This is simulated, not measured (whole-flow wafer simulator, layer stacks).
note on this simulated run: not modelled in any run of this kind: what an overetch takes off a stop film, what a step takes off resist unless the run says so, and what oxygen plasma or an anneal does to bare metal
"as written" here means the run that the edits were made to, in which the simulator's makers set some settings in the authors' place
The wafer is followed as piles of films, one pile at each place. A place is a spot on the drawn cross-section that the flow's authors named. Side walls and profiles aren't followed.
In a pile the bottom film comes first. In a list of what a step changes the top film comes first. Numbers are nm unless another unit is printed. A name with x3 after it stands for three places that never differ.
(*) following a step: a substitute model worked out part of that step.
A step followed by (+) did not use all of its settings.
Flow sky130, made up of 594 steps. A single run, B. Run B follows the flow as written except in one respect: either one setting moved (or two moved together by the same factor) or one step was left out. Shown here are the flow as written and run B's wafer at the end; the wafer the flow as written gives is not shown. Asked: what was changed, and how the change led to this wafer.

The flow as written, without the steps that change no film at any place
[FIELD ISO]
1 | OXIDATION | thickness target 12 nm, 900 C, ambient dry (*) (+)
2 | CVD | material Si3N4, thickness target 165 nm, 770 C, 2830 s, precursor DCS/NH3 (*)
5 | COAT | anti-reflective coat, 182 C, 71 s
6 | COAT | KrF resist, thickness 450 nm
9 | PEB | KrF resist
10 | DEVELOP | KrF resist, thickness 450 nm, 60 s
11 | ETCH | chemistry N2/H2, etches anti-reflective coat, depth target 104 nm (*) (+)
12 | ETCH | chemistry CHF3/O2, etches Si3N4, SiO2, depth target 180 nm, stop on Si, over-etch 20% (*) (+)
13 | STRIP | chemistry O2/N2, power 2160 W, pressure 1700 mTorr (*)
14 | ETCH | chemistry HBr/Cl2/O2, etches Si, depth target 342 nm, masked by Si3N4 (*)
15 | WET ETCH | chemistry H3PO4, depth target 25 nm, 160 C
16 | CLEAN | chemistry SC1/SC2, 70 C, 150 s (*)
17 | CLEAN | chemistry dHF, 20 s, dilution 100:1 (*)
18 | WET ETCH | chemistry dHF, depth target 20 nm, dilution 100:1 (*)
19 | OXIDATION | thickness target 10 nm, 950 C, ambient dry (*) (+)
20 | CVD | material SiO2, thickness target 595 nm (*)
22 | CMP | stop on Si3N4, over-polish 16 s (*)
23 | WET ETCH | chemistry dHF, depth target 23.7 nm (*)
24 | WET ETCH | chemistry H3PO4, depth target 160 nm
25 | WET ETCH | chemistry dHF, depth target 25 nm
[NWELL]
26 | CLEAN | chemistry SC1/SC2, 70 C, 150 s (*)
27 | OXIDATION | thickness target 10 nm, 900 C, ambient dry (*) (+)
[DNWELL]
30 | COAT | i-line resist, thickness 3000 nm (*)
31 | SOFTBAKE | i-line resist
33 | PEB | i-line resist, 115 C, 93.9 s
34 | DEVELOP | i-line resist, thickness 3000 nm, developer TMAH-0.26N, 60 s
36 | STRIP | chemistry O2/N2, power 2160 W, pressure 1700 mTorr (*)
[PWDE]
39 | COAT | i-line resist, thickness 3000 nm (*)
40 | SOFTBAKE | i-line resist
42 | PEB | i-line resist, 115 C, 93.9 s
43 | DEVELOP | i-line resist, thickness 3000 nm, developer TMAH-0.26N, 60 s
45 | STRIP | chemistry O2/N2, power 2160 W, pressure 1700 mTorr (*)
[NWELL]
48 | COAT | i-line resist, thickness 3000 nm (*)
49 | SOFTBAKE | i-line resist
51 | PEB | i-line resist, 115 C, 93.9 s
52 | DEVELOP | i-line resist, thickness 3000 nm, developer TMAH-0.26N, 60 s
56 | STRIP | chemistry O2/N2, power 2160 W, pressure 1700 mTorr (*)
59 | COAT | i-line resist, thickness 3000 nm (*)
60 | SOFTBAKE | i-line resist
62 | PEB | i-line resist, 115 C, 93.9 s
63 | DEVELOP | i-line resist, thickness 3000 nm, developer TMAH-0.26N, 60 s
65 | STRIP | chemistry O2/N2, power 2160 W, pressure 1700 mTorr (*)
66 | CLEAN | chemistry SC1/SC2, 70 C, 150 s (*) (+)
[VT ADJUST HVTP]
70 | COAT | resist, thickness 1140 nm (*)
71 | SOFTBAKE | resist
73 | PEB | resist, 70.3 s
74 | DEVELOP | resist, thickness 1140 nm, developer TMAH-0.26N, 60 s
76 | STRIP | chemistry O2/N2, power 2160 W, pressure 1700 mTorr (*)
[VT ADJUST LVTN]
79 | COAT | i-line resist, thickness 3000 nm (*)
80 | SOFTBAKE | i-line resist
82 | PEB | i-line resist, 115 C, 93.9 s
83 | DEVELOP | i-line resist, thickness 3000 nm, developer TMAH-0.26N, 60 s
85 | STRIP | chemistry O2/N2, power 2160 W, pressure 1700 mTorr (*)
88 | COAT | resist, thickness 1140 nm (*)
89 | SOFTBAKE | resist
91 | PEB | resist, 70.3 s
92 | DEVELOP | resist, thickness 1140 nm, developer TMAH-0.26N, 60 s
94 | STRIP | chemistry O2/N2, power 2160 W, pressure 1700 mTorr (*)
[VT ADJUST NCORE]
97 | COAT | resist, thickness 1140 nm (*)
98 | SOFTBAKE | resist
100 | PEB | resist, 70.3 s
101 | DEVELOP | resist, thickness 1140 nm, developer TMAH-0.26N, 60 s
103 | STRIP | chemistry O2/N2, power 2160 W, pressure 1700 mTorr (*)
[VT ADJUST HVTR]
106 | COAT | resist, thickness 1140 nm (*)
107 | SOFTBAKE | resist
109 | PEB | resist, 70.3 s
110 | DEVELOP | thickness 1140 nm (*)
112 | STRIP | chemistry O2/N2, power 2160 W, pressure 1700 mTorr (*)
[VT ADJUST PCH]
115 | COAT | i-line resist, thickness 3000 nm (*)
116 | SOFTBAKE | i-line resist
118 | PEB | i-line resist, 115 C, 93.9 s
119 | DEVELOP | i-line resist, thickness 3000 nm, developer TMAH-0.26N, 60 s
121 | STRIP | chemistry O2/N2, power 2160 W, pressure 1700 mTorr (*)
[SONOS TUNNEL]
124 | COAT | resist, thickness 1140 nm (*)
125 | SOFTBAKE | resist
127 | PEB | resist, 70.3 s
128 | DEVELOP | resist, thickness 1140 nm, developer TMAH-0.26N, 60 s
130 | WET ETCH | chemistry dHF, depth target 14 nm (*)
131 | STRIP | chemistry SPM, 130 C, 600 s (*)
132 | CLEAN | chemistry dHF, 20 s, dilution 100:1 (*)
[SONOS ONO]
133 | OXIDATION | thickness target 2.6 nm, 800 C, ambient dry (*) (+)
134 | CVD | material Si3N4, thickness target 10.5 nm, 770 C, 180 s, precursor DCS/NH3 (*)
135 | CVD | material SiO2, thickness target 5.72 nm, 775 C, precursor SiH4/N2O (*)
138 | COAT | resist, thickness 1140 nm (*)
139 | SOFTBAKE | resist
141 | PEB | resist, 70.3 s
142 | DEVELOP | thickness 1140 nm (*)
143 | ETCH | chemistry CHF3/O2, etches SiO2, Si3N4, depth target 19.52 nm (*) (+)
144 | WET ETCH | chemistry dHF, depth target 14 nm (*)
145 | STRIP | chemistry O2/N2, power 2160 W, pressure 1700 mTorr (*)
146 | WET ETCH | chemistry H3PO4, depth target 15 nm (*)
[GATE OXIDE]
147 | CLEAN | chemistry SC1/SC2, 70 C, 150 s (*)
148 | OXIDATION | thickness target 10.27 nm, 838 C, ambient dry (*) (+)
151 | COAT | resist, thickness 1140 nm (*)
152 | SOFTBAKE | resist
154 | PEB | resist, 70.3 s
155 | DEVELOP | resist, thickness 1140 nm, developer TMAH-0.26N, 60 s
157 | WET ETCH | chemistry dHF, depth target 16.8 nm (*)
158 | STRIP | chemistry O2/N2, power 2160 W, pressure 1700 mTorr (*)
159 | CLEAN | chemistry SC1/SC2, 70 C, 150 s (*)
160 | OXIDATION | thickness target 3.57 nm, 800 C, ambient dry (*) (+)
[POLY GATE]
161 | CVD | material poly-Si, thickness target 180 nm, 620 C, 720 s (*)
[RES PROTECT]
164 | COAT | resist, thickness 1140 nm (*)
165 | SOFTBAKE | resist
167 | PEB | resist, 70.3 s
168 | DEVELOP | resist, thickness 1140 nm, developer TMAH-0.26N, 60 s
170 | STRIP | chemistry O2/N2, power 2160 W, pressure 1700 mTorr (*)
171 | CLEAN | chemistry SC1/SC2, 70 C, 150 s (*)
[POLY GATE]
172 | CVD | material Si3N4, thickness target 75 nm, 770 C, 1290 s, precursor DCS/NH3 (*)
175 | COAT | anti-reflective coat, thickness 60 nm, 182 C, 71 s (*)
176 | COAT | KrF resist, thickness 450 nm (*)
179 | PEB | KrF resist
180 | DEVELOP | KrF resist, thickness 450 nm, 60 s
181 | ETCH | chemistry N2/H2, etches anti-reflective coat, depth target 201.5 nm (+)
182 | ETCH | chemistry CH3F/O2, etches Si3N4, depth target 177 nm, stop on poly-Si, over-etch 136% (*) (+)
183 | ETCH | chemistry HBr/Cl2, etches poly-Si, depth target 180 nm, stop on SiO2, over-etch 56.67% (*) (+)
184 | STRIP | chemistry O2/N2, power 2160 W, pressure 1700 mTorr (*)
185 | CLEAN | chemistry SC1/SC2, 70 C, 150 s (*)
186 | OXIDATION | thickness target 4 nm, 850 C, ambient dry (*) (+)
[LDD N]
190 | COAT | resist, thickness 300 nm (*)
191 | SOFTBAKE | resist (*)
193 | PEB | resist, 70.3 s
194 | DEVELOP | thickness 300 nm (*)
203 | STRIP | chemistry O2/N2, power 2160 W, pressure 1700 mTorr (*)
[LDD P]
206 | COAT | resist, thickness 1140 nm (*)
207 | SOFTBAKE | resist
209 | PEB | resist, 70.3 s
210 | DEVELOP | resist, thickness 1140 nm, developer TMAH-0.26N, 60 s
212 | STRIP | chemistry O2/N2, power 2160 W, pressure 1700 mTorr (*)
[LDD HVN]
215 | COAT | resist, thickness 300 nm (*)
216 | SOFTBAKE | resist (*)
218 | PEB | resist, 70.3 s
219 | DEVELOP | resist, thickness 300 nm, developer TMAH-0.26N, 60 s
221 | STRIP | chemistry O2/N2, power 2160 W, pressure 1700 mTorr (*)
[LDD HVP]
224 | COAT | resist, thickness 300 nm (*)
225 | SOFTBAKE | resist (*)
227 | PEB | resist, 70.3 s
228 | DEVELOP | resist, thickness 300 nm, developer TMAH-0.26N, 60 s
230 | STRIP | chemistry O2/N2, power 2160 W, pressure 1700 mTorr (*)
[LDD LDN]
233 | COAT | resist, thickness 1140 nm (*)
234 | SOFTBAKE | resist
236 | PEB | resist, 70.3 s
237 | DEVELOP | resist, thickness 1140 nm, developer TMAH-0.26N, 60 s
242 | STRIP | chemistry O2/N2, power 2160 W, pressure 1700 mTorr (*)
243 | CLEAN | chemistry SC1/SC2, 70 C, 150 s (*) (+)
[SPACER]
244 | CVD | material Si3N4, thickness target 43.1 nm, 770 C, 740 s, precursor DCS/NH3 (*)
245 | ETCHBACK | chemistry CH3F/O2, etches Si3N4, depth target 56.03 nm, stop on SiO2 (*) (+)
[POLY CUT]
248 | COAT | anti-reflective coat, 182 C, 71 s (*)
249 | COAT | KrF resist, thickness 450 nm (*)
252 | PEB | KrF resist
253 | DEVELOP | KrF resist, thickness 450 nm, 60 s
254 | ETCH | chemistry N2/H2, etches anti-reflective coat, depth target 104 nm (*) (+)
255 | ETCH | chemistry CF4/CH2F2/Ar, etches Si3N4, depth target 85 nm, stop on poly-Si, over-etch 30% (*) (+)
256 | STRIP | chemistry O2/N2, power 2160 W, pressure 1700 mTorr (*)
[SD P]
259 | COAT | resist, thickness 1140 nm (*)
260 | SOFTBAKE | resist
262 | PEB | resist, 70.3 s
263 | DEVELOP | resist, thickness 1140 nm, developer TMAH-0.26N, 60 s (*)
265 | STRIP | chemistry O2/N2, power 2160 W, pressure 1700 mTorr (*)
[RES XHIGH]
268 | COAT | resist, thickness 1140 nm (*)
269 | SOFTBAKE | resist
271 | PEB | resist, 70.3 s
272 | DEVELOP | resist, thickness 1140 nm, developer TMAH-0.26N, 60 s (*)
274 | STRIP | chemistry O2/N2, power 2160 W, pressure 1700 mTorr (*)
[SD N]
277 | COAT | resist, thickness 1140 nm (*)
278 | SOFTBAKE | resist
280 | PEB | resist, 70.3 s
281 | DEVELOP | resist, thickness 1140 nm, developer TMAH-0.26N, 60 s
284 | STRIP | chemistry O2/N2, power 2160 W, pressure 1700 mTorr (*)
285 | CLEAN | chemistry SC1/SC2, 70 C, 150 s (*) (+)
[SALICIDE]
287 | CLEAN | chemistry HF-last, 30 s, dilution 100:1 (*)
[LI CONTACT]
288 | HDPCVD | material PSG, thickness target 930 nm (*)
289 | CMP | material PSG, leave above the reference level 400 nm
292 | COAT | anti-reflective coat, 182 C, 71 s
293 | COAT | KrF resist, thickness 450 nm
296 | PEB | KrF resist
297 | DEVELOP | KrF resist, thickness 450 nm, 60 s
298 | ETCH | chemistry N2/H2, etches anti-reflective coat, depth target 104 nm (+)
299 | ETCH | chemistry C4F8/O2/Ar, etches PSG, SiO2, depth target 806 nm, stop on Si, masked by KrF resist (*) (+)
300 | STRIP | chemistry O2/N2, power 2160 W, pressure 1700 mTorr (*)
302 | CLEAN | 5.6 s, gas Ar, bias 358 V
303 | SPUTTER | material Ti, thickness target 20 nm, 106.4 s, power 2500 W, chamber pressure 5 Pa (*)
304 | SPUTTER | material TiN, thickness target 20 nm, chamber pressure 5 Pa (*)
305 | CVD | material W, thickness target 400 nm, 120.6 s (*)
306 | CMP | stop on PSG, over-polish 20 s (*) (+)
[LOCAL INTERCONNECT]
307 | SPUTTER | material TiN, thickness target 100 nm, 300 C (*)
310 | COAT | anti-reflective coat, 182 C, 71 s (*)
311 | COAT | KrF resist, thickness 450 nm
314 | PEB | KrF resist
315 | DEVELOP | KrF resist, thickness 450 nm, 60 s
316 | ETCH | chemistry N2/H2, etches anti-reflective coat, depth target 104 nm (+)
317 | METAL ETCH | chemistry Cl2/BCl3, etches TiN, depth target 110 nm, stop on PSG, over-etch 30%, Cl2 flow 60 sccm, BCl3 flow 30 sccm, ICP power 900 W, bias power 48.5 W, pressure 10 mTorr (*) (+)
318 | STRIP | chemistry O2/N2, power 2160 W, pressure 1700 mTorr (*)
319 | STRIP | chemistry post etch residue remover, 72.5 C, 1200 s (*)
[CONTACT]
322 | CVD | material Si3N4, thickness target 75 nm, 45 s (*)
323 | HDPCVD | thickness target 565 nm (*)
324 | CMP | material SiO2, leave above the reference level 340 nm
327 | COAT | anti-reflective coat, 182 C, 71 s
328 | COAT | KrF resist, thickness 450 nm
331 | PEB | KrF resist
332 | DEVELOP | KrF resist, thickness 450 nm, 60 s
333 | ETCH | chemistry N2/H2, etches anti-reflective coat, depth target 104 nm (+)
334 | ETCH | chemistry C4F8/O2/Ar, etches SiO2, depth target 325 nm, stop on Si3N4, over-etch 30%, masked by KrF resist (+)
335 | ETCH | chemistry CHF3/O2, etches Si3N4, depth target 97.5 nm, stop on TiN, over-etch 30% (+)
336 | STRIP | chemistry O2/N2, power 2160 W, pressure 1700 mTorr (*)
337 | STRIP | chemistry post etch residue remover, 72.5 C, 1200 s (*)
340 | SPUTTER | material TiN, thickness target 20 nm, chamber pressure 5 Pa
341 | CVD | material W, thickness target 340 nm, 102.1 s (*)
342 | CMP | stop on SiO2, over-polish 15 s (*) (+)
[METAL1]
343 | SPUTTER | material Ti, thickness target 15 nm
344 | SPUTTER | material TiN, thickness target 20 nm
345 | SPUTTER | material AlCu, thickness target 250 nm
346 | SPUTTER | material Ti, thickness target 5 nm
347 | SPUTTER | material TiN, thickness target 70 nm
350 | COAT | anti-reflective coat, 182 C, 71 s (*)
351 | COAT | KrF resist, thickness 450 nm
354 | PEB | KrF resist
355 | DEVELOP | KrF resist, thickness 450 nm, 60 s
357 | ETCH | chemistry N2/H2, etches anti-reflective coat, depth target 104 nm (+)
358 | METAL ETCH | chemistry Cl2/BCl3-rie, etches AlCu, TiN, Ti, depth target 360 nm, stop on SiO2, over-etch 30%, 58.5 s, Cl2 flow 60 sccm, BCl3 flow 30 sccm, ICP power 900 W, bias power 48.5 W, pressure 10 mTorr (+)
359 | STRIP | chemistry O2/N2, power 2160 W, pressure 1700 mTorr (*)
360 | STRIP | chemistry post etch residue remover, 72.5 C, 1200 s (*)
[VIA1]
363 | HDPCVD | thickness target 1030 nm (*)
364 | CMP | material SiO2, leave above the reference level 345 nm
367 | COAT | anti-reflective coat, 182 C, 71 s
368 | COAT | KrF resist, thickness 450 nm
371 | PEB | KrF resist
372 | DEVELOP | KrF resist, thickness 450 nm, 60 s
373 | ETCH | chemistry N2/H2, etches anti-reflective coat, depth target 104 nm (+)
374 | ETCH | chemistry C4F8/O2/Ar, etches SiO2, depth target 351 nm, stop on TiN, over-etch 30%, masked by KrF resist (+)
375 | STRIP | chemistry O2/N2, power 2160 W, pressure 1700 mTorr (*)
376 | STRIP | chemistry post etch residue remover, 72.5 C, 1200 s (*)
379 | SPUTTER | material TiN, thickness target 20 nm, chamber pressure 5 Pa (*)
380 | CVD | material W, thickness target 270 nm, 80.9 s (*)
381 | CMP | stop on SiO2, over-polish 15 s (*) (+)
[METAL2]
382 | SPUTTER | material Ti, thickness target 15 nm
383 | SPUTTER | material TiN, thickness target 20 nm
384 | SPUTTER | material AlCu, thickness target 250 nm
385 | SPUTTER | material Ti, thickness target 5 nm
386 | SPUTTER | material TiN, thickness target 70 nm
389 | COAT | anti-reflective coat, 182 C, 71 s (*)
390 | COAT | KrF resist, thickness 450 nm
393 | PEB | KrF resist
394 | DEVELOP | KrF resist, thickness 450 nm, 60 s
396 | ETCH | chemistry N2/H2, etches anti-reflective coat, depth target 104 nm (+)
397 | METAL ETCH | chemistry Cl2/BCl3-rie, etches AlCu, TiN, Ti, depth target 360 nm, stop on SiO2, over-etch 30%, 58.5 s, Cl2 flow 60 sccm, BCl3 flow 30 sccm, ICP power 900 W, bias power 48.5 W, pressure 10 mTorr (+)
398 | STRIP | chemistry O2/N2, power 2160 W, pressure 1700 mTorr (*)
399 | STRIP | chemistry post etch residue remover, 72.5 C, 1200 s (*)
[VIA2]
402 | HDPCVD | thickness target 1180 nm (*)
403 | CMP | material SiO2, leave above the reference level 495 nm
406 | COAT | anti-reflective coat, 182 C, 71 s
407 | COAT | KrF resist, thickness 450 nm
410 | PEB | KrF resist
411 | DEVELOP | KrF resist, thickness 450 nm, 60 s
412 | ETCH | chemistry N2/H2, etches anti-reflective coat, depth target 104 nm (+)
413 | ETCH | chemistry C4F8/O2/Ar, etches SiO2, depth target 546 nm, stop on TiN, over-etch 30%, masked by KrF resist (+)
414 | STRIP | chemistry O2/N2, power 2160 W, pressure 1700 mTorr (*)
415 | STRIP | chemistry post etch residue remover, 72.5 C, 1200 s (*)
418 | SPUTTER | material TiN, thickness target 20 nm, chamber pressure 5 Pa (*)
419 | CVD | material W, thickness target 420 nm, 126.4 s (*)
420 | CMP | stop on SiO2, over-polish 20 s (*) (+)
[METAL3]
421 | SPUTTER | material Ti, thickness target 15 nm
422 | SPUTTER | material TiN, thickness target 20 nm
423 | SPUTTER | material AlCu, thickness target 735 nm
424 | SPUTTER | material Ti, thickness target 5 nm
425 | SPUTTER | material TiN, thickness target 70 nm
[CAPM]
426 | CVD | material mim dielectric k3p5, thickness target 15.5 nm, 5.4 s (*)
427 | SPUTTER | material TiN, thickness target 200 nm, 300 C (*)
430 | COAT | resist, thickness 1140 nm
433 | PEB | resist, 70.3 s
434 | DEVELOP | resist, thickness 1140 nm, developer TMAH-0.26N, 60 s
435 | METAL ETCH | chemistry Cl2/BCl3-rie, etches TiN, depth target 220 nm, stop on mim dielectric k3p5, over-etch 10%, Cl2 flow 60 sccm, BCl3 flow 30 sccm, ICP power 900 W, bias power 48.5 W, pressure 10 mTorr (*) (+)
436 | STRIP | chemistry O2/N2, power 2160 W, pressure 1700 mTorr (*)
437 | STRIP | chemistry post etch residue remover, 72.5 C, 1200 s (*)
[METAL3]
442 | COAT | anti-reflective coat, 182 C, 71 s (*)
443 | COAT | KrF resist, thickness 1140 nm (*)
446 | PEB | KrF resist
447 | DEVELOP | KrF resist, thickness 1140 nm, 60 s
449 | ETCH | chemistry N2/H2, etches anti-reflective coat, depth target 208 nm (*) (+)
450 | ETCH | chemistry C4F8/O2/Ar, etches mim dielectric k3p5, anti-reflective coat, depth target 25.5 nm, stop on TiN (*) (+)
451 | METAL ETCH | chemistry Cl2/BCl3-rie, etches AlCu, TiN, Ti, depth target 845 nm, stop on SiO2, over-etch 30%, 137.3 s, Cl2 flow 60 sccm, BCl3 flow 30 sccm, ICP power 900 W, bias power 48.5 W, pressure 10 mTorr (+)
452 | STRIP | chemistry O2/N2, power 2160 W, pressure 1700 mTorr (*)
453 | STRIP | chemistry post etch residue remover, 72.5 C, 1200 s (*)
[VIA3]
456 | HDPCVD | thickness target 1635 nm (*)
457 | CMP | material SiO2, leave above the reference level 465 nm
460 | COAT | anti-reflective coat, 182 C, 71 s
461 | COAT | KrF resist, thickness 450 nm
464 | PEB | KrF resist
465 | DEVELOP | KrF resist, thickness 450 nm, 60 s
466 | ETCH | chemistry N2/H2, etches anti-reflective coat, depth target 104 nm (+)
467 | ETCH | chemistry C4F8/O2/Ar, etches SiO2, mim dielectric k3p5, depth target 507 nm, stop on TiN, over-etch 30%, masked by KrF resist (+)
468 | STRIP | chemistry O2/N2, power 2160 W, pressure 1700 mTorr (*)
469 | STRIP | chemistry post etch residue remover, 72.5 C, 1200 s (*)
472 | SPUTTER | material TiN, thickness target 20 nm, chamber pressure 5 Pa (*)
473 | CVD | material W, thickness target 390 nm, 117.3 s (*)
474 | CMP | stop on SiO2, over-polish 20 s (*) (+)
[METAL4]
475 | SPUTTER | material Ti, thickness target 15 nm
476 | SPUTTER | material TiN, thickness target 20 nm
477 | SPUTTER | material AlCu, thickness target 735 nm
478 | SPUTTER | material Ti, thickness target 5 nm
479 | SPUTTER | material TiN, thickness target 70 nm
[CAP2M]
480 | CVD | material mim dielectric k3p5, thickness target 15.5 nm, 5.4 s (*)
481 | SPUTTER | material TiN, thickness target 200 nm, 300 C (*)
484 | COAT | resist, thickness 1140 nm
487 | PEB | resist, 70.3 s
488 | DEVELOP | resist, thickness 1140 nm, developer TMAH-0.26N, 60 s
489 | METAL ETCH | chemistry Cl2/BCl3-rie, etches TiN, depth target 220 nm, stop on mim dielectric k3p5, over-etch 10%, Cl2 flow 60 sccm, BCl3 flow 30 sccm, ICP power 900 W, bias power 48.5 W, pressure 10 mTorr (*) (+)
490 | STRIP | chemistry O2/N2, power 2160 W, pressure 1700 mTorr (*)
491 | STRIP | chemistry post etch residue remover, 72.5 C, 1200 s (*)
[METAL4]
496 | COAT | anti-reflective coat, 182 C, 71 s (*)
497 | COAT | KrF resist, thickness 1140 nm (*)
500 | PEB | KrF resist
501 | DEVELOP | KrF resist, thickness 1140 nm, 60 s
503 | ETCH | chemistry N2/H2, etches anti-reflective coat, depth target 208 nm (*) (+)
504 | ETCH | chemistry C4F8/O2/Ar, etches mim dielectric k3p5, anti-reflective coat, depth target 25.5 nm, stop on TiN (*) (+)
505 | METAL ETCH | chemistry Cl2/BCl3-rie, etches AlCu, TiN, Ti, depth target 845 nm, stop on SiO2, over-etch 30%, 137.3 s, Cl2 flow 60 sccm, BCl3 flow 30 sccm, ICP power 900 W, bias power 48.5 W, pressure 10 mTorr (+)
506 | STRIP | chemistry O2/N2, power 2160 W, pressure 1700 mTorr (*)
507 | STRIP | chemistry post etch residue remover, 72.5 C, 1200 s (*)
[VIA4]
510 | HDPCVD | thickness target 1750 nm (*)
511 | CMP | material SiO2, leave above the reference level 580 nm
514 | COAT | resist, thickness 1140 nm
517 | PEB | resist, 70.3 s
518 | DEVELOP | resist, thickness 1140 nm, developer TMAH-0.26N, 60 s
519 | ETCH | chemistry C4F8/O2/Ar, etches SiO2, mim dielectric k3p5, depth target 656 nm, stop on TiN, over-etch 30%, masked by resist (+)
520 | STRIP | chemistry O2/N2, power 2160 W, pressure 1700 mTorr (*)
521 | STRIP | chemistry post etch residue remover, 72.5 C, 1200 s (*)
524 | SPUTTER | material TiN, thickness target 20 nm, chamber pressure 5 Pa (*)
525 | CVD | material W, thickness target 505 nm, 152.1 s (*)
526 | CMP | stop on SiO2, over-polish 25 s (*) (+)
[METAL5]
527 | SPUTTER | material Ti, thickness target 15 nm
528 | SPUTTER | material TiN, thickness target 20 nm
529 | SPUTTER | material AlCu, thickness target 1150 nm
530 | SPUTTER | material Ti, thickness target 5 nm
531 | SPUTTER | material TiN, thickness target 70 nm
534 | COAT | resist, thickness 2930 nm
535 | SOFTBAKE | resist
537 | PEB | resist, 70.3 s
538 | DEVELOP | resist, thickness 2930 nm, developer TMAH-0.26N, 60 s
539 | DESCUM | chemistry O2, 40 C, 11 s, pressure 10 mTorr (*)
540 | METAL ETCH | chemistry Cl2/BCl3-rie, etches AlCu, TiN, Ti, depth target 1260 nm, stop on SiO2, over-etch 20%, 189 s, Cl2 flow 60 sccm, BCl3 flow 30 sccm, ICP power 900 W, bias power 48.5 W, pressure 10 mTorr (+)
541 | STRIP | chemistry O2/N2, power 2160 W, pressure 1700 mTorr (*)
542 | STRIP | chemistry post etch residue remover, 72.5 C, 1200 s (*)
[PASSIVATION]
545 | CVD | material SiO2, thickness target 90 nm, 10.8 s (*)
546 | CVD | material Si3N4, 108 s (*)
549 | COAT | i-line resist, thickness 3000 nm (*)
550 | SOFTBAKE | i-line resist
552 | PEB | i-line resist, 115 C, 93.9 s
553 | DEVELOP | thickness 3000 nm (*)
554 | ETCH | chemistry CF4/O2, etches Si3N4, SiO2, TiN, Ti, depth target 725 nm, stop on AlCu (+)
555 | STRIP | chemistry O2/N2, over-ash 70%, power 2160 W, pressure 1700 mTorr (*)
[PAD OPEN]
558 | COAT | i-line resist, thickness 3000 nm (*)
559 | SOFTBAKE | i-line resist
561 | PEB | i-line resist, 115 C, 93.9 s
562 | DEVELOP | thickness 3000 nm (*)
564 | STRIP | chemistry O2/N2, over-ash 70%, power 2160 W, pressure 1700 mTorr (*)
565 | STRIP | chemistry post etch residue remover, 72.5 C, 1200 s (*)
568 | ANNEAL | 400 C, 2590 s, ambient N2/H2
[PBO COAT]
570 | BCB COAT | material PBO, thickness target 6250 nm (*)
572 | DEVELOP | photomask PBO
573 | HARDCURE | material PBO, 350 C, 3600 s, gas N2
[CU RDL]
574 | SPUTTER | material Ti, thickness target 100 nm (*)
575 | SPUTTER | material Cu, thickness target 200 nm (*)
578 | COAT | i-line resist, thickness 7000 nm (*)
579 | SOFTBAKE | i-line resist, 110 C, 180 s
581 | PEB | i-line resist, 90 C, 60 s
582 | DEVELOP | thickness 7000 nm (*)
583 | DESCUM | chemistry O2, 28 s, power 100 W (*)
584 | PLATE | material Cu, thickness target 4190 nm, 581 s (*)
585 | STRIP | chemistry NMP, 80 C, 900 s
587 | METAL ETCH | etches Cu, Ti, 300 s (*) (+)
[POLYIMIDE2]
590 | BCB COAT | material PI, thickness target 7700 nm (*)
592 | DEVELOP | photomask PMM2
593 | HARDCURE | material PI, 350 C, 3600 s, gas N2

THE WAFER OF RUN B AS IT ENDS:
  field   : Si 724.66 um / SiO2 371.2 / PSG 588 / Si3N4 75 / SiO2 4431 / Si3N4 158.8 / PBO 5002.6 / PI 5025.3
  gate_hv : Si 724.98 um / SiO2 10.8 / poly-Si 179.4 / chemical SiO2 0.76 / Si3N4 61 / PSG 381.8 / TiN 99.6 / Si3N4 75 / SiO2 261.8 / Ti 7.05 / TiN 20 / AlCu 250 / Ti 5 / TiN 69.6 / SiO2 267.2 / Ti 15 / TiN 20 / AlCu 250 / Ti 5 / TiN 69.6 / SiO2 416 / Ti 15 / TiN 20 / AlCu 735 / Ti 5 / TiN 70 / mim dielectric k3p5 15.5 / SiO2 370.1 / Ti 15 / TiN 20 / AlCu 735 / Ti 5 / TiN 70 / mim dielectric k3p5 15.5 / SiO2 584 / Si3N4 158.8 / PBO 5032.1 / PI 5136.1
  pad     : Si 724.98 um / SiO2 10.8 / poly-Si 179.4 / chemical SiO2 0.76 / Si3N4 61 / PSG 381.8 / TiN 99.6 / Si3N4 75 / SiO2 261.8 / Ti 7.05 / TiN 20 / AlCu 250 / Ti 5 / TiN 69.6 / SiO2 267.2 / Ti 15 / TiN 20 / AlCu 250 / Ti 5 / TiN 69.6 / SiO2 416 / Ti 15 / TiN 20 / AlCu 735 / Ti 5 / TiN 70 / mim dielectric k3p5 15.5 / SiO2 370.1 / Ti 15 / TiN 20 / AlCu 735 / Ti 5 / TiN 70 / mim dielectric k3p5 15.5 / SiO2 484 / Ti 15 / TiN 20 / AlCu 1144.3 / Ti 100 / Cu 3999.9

The reason: step 343, SPUTTER: thickness target 7.05 nm was run, while the flow as written has thickness target 15 nm.
One can read it off the wafer: gate_hv has Ti 7.05, and step 343 as written asks for 15 nm.

Step by step, how the change led to this:
  343 | SPUTTER | material Ti, thickness target 15 nm
      field, active, n_well and 188 more: Ti gains 7.05 (new film) (in the flow as written it would be: Ti gains 15 (new film))
  358 | METAL ETCH | chemistry Cl2/BCl3-rie, etches AlCu, TiN, Ti, depth target 360 nm, stop on SiO2, over-etch 30%, 58.5 s, Cl2 flow 60 sccm, BCl3 flow 30 sccm, ICP power 900 W, bias power 48.5 W, pressure 10 mTorr (+)
      field, active, gate and 81 more: TiN loses 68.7 (all of it), Ti loses 5 (all of it), AlCu loses 250 (all of it), TiN loses 20 (all of it), Ti loses 7.05 (all of it), SiO2 loses 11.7 (in the flow as written it would be: TiN loses 68.7 (all of it), Ti loses 5 (all of it), AlCu loses 250 (all of it), TiN loses 20 (all of it), Ti loses 15 (all of it), SiO2 loses 10.9)
